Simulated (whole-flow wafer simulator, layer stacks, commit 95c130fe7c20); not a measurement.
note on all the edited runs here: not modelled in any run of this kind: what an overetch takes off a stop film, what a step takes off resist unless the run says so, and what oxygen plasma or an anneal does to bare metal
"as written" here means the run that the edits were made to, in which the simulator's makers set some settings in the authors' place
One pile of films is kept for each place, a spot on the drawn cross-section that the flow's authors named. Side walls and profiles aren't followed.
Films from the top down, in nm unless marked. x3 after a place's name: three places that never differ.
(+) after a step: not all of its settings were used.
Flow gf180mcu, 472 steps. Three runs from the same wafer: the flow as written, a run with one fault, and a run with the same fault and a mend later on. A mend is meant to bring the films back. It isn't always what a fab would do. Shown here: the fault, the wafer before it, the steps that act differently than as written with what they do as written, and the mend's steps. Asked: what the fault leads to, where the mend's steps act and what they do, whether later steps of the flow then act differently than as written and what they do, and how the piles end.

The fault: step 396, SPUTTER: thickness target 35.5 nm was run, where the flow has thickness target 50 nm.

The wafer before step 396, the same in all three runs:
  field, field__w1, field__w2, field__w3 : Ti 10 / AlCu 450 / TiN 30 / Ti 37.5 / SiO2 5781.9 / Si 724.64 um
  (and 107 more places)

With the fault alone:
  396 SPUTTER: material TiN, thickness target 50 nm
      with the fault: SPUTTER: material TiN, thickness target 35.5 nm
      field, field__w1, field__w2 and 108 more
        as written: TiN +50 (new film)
        with the fault: TiN +35.5 (new film)
  Later steps of the flow that act differently than as written (1 more step differs only slightly, by at most 2% or 0.5 nm, whichever is larger, and isn't shown):
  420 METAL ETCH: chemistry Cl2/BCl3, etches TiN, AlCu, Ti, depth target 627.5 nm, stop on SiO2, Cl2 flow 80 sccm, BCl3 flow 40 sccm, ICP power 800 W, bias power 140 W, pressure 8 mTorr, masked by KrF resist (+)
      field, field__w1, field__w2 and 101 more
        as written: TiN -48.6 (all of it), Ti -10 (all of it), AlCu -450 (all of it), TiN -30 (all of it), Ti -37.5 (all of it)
        with the fault: TiN -34.1 (all of it), Ti -10 (all of it), AlCu -450 (all of it), TiN -30 (all of it), Ti -37.5 (all of it)
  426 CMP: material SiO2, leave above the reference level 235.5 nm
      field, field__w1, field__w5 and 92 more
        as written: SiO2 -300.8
        with the fault: SiO2 -315.3
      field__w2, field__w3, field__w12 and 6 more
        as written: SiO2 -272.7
        with the fault: SiO2 -287.8
  At the end the piles differ from the flow's by more than 2% or 0.5 nm, whichever is larger, at field__w4, field__w8, contact, m1, m1__w1, mim, mim_1p0, m1_nw.
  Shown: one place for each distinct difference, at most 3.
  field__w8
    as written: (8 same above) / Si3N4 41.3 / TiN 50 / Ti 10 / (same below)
    with the fault: (8 same above) / Si3N4 41.3 / TiN 35.5 / Ti 10 / (same below)
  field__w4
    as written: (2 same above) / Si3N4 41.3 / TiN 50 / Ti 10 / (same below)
    with the fault: (2 same above) / Si3N4 41.3 / TiN 35.5 / Ti 10 / (same below)
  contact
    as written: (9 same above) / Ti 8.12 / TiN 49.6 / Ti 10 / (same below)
    with the fault: (9 same above) / Ti 8.12 / TiN 35.1 / Ti 10 / (same below)

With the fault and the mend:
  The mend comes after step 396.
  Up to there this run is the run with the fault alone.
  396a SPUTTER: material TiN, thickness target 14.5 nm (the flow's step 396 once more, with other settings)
      field, field__w1, field__w2 and 108 more
        TiN +14.5
  No later step of the flow acts differently than as written at any place that is followed.
  At the end the piles are the same as the flow's at every place that both follow.
